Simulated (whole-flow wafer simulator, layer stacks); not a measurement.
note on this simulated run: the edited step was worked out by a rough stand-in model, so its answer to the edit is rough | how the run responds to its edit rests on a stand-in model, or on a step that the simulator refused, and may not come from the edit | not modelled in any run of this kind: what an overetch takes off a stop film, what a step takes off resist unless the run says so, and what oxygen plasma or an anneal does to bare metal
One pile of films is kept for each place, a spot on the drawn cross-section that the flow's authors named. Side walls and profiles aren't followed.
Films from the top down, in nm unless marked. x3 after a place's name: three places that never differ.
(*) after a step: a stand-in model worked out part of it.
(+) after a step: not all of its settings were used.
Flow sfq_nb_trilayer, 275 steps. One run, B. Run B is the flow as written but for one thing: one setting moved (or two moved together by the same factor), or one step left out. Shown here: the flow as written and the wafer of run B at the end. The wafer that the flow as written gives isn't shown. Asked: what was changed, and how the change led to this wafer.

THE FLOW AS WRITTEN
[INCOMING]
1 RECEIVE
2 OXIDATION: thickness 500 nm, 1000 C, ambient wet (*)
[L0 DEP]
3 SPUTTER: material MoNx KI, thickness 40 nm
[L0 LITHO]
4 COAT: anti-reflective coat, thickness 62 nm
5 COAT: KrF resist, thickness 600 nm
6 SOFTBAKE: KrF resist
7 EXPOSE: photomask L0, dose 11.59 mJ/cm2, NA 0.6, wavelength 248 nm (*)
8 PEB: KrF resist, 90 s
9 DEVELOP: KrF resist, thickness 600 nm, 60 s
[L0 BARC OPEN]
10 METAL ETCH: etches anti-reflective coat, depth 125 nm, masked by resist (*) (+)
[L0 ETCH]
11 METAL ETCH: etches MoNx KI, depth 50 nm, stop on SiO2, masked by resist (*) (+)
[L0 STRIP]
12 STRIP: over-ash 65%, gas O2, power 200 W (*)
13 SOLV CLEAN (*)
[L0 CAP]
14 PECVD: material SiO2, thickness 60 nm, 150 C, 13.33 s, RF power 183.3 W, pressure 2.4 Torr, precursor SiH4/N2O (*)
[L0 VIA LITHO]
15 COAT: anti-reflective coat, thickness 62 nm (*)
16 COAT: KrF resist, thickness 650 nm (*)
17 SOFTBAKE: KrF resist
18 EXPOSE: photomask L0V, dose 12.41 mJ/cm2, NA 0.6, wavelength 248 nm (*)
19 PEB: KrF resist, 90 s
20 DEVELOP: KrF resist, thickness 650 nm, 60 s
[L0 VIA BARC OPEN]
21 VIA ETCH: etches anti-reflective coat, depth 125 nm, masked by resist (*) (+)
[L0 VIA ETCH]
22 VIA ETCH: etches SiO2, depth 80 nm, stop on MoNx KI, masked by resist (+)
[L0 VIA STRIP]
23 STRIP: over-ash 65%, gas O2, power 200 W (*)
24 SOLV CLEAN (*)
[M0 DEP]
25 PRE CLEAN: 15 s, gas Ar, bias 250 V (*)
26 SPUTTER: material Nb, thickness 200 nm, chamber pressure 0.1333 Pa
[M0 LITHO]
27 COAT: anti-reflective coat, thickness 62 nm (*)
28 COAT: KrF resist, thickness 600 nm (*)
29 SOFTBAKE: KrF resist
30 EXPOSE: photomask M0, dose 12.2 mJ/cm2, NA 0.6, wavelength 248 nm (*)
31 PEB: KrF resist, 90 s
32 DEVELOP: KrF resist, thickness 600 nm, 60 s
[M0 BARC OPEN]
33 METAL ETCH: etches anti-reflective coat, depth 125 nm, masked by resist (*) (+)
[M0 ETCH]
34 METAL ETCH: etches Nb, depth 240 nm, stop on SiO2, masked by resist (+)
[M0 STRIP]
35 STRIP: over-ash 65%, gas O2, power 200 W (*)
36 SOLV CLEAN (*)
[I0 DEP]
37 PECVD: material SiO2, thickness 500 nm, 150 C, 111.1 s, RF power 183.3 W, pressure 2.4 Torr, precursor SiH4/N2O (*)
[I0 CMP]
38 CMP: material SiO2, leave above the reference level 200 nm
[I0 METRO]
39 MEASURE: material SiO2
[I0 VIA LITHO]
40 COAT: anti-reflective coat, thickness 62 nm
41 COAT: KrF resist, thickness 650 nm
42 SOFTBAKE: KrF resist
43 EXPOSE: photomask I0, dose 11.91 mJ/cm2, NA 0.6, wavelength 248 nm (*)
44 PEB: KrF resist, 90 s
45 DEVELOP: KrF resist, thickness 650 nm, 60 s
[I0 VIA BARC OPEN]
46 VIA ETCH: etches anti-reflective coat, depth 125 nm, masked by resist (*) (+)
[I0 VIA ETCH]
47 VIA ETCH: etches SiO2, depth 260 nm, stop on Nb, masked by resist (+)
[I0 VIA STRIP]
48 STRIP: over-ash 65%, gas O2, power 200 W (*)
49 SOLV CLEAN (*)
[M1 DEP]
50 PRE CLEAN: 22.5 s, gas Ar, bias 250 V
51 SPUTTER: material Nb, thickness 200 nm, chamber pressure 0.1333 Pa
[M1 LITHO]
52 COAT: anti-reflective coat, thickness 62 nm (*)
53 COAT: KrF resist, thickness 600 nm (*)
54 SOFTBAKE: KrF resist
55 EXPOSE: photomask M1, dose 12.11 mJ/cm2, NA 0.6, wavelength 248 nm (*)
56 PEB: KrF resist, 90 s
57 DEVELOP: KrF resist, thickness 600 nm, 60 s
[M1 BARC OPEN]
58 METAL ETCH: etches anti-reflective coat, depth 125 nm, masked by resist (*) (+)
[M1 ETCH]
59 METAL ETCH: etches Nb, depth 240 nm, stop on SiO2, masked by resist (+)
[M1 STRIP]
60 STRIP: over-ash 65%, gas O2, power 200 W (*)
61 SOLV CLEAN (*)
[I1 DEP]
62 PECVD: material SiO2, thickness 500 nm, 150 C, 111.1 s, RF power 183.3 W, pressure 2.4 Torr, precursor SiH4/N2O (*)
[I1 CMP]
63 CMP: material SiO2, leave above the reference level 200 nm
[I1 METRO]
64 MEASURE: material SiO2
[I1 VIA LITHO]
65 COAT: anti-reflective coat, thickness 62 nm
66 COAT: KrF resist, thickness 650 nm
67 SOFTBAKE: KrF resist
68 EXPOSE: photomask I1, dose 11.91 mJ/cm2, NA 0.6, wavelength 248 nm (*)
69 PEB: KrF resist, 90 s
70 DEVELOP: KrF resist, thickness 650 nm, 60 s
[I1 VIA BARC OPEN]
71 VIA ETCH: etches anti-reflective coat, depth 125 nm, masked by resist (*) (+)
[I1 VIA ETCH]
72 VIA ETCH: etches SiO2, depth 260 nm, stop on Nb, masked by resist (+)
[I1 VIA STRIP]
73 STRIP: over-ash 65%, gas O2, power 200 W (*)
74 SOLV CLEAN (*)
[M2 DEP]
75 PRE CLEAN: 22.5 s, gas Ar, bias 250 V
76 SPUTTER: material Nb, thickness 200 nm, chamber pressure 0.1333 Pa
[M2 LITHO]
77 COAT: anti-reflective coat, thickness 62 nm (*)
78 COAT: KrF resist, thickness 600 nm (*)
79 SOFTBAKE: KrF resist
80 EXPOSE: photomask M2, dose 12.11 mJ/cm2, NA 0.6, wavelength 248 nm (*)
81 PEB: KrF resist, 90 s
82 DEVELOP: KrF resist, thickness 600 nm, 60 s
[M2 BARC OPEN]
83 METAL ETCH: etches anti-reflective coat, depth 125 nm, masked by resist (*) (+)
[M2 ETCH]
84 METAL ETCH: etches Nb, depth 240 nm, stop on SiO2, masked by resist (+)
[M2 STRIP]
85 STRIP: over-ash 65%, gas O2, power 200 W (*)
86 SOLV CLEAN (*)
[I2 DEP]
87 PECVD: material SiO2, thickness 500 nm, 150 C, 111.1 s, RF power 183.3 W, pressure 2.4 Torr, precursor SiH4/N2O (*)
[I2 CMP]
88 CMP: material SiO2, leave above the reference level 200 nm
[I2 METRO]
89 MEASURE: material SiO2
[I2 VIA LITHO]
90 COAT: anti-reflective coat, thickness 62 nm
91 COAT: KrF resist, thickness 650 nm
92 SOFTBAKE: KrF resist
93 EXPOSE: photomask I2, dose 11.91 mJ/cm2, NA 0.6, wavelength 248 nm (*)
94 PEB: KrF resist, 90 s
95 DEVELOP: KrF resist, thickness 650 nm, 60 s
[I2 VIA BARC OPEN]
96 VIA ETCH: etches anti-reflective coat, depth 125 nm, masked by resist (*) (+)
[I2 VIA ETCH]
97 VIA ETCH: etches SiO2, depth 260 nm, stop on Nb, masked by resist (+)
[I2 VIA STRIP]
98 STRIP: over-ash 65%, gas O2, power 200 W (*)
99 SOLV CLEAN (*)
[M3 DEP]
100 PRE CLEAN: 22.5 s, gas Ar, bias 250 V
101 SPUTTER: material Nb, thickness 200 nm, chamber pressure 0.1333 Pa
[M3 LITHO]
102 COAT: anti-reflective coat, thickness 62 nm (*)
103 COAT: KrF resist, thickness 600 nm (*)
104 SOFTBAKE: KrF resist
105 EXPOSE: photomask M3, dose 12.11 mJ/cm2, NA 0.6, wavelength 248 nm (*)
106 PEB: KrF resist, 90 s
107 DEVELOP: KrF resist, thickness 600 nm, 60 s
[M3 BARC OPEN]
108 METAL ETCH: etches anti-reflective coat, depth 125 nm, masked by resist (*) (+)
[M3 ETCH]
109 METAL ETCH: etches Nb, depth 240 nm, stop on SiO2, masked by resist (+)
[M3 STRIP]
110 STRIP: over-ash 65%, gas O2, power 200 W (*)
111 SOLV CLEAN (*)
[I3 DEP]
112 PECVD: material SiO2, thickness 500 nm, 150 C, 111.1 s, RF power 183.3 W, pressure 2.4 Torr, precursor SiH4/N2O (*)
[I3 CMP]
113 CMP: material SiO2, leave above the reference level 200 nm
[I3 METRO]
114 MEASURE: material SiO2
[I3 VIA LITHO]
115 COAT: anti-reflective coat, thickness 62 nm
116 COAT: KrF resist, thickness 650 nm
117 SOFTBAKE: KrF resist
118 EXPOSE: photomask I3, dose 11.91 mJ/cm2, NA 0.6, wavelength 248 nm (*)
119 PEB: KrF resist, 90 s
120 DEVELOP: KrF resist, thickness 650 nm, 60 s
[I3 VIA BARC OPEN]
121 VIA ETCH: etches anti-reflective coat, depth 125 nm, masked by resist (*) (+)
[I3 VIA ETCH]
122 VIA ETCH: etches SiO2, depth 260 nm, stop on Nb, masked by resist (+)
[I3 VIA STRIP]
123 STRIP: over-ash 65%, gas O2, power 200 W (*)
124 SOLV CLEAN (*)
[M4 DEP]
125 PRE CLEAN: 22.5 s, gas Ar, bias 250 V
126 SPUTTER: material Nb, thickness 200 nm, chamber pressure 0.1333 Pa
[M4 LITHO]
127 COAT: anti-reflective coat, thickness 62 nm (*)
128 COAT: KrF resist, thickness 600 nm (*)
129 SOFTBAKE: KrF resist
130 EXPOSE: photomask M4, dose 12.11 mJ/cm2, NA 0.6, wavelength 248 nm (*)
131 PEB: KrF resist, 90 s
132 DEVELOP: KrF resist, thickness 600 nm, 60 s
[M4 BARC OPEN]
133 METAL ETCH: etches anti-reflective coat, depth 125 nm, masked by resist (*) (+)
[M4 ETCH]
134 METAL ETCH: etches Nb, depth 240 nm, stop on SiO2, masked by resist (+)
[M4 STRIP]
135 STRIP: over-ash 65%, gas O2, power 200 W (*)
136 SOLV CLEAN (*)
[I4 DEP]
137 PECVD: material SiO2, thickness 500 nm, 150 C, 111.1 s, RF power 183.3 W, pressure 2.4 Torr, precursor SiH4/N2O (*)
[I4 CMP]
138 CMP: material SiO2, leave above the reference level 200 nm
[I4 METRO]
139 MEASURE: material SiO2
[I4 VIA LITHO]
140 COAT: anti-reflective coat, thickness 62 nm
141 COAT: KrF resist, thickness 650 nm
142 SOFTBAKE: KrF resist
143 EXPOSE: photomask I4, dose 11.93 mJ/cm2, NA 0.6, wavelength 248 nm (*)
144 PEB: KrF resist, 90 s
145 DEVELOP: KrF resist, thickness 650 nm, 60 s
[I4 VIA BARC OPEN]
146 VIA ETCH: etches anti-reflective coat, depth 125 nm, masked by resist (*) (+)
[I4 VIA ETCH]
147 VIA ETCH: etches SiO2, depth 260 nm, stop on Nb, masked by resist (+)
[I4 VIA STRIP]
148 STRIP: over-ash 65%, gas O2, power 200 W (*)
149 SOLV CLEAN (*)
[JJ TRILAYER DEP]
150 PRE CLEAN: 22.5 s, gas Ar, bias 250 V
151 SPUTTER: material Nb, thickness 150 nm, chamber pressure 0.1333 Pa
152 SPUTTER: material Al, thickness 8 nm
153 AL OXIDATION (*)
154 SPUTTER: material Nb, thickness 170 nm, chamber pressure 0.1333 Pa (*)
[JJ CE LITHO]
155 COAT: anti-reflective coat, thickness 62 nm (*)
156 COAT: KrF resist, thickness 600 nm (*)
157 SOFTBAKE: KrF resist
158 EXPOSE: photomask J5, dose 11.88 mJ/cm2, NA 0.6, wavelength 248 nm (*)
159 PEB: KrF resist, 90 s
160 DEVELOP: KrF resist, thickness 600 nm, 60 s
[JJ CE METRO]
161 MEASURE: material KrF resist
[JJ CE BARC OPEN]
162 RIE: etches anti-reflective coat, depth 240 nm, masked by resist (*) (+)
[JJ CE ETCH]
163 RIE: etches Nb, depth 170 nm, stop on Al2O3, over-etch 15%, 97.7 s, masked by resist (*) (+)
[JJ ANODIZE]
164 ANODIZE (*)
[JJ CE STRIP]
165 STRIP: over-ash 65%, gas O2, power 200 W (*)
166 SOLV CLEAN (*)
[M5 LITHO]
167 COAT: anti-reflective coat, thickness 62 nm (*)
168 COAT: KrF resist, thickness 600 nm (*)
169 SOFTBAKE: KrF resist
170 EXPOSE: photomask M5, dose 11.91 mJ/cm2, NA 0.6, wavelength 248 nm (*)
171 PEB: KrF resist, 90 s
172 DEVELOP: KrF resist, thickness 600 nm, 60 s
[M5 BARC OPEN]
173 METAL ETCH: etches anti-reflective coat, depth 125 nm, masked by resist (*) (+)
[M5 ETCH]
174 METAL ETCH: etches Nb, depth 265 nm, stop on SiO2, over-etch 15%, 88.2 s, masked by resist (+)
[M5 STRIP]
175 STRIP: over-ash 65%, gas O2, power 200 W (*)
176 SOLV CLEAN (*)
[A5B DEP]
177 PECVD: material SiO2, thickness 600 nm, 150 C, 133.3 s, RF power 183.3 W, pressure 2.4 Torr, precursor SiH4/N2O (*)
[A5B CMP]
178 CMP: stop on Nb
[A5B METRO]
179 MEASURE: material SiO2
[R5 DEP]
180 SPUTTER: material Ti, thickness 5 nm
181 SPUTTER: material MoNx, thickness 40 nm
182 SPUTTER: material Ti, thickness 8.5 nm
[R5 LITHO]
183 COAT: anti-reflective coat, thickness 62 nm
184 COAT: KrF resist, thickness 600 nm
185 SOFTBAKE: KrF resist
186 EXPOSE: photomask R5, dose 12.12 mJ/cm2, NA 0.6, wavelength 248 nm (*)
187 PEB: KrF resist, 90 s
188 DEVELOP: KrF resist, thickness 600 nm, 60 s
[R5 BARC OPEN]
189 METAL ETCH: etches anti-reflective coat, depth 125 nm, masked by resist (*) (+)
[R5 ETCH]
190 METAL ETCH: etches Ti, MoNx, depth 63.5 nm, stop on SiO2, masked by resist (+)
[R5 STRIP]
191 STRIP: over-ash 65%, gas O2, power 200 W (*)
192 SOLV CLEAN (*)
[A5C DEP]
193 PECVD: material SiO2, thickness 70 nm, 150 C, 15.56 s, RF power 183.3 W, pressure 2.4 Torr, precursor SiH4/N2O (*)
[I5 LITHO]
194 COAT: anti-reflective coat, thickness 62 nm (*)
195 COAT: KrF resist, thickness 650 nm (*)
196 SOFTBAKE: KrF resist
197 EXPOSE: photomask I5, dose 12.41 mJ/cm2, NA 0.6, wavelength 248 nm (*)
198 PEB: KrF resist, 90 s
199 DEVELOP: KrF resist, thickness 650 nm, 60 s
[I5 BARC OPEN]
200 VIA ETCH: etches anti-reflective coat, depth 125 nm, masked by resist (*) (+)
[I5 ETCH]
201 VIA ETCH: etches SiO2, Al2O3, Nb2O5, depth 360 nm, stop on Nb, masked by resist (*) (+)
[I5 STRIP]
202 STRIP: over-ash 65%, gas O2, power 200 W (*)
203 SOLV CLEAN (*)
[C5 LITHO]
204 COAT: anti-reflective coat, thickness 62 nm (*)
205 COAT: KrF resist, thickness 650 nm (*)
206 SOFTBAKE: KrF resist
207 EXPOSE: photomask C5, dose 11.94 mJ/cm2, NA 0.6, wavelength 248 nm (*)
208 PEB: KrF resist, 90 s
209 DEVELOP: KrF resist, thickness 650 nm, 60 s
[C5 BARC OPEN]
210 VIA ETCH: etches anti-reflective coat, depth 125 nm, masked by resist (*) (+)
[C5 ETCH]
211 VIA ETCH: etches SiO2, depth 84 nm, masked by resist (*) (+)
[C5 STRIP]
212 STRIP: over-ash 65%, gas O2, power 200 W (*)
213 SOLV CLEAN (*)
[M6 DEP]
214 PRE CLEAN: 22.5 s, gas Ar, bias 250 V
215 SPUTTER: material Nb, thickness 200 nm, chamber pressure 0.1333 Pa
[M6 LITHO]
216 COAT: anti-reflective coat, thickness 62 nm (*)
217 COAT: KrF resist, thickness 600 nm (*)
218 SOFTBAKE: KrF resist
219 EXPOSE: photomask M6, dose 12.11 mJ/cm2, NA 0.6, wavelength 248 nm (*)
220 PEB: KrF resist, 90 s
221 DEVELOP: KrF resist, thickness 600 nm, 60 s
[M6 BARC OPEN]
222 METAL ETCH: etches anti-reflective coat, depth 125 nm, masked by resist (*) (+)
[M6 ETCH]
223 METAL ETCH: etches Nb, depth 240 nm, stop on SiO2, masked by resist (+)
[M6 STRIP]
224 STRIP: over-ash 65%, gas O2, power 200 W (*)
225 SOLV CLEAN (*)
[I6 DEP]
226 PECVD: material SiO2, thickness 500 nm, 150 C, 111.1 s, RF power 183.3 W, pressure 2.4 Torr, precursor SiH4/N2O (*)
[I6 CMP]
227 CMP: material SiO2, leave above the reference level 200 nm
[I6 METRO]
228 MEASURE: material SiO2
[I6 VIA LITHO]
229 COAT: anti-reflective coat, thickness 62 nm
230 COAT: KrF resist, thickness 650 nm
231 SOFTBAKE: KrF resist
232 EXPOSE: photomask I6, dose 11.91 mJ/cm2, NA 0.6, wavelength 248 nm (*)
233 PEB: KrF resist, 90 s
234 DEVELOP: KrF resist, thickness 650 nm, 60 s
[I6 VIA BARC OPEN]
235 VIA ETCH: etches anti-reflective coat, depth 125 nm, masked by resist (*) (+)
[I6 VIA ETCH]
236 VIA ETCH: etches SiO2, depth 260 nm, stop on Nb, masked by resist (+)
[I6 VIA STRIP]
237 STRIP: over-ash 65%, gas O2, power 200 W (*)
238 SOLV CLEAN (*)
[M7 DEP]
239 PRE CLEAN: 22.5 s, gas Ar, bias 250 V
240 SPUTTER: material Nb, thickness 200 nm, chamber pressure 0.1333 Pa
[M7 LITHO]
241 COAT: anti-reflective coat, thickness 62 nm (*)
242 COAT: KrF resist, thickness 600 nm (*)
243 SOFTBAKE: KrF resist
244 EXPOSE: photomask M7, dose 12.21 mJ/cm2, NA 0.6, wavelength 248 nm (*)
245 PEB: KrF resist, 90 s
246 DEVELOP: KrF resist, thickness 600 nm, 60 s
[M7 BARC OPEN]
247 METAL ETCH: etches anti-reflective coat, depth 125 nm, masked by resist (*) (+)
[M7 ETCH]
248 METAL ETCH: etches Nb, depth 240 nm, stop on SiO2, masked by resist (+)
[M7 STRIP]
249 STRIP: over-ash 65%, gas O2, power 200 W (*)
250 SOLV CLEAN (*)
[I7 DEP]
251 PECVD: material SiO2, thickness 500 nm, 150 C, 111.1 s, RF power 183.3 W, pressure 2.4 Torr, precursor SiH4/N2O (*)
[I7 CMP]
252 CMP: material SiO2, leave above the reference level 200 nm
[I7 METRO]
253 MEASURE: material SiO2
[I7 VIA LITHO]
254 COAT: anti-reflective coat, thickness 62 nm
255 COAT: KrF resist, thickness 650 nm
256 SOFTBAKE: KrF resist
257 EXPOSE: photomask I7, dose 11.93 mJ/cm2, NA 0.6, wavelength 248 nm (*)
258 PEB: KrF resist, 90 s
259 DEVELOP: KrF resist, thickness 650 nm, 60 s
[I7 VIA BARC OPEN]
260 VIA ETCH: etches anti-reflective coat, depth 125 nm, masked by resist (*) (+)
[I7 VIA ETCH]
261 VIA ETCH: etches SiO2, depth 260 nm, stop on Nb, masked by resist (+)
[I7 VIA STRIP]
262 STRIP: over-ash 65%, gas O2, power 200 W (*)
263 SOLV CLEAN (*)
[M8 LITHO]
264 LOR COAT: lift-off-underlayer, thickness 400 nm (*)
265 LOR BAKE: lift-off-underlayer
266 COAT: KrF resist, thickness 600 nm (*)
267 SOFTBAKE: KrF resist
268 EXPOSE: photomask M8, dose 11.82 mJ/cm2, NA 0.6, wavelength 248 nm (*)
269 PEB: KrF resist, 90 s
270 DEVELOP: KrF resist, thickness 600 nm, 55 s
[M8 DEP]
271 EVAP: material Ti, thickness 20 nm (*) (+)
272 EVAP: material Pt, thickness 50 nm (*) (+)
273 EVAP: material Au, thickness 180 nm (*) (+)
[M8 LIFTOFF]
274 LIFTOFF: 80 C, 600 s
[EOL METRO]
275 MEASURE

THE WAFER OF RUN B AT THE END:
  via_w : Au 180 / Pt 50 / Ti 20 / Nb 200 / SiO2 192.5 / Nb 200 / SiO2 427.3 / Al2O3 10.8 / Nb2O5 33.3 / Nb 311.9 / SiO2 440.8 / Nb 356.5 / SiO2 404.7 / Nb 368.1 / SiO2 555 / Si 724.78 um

The cause: step 62, PECVD: thickness 362 nm was run, where the flow has thickness 500 nm; step 62, PECVD: 80.56 s was run, where the flow has 111.1 s.

How the change led to this, step by step:
  62 PECVD: material SiO2, thickness 500 nm, 150 C, 111.1 s, RF power 183.3 W, pressure 2.4 Torr, precursor SiH4/N2O (*)
      field_l, be, be_sur and 72 more: SiO2 +362 (as written it would be: SiO2 +500)
      v_sur, via_wl, via_wr and 20 more: SiO2 +362 (new film) (as written it would be: SiO2 +500 (new film))
      (and at 8 more places)
  63 CMP: material SiO2, leave above the reference level 200 nm
      field_l, be, be_sur and 72 more: nothing (as written it would be: SiO2 -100)
      lsp_m, ln_m6, lsp_r, l0_sur, l0v: nothing (as written it would be: SiO2 -94.9)
      (and at 26 more places)
  65 COAT: anti-reflective coat, thickness 62 nm
      m0r_space_l, m6r_space_l, m7r_space_l: anti-reflective coat +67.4 (new film) (as written it would be: anti-reflective coat +62 (new film))
      m0r_space_r, m6r_space_r, m7r_space_r: anti-reflective coat +67.5 (new film) (as written it would be: anti-reflective coat +62 (new film))
      (and at 43 more places)
  66 COAT: KrF resist, thickness 650 nm
      v_sur: KrF resist +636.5 (new film) (as written it would be: KrF resist +650 (new film))
      via_wl: KrF resist +636.6 (new film) (as written it would be: KrF resist +650 (new film))
      (and at 3 more places)
  70 DEVELOP: KrF resist, thickness 650 nm, 60 s
      via_v: KrF resist -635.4 (all of it) (as written it would be: KrF resist -648.6 (all of it))
  71 VIA ETCH: etches anti-reflective coat, depth 125 nm, masked by resist (*) (+)
      field_l, v_sur, via_wl and 102 more: KrF resist -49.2 (as written it would be: KrF resist -51.7)
      via_v: anti-reflective coat -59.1 (all of it), SiO2 -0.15 (as written it would be: anti-reflective coat -62 (all of it), SiO2 -0.16)
  73 STRIP: over-ash 65%, gas O2, power 200 W (*)
      m0r_space_l, m6r_space_l, m7r_space_l: KrF resist -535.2 (all of it), anti-reflective coat -67.4 (all of it) (as written it would be: KrF resist -528.6 (all of it), anti-reflective coat -62 (all of it))
      m0r_space_r, m6r_space_r, m7r_space_r: KrF resist -535.1 (all of it), anti-reflective coat -67.5 (all of it) (as written it would be: KrF resist -528.6 (all of it), anti-reflective coat -62 (all of it))
      (and at 42 more places)
  77 COAT: anti-reflective coat, thickness 62 nm (*)
      m0r_space_l, r5r_line_c, m6r_space_l, m7r_space_l: anti-reflective coat +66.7 (new film) (as written it would be: anti-reflective coat +62 (new film))
      m0r_space_r, m6r_space_r, m7r_space_r: anti-reflective coat +66.6 (new film) (as written it would be: anti-reflective coat +62 (new film))
      (and at 41 more places)
  78 COAT: KrF resist, thickness 600 nm (*)
      v_sur: KrF resist +584.4 (new film) (as written it would be: KrF resist +597.7 (new film))
      via_wl: KrF resist +583.3 (new film) (as written it would be: KrF resist +597.1 (new film))
      (and at 5 more places)
  82 DEVELOP: KrF resist, thickness 600 nm, 60 s
      ln_m5: KrF resist -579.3 (all of it) (as written it would be: KrF resist -598.3 (all of it))
      wl_d_sl: KrF resist -611.6 (all of it) (as written it would be: KrF resist -598.7 (all of it))
      (and at 1 more place)
  83 METAL ETCH: etches anti-reflective coat, depth 125 nm, masked by resist (*) (+)
      m0r_space_l, r5r_line_c, m6r_space_l, m7r_space_l: anti-reflective coat -66.7 (all of it) (as written it would be: anti-reflective coat -62 (all of it))
      m0r_space_r, m6r_space_r, m7r_space_r: anti-reflective coat -66.6 (all of it) (as written it would be: anti-reflective coat -62 (all of it))
      (and at 30 more places)
  85 STRIP: over-ash 65%, gas O2, power 200 W (*)
      v_sur: KrF resist -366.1 (all of it), anti-reflective coat -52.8 (all of it) (as written it would be: KrF resist -380 (all of it), anti-reflective coat -61.4 (all of it))
      via_wl: KrF resist -365 (all of it), anti-reflective coat -55.5 (all of it) (as written it would be: KrF resist -379.5 (all of it), anti-reflective coat -61.3 (all of it))
      (and at 9 more places)
  88 CMP: material SiO2, leave above the reference level 200 nm
      field_l, be, be_sur and 79 more: SiO2 -62 (as written it would be: SiO2 -100)
      via_w: SiO2 -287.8 (as written it would be: SiO2 -300)
  97 VIA ETCH: etches SiO2, depth 260 nm, stop on Nb, masked by resist (+)
      via_w: SiO2 -212.1 (all of it) (as written it would be: SiO2 -199.8 (all of it))
  112 PECVD: material SiO2, thickness 500 nm, 150 C, 111.1 s, RF power 183.3 W, pressure 2.4 Torr, precursor SiH4/N2O (*)
      via_w: SiO2 +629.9 (new film) (as written it would be: SiO2 +615 (new film))
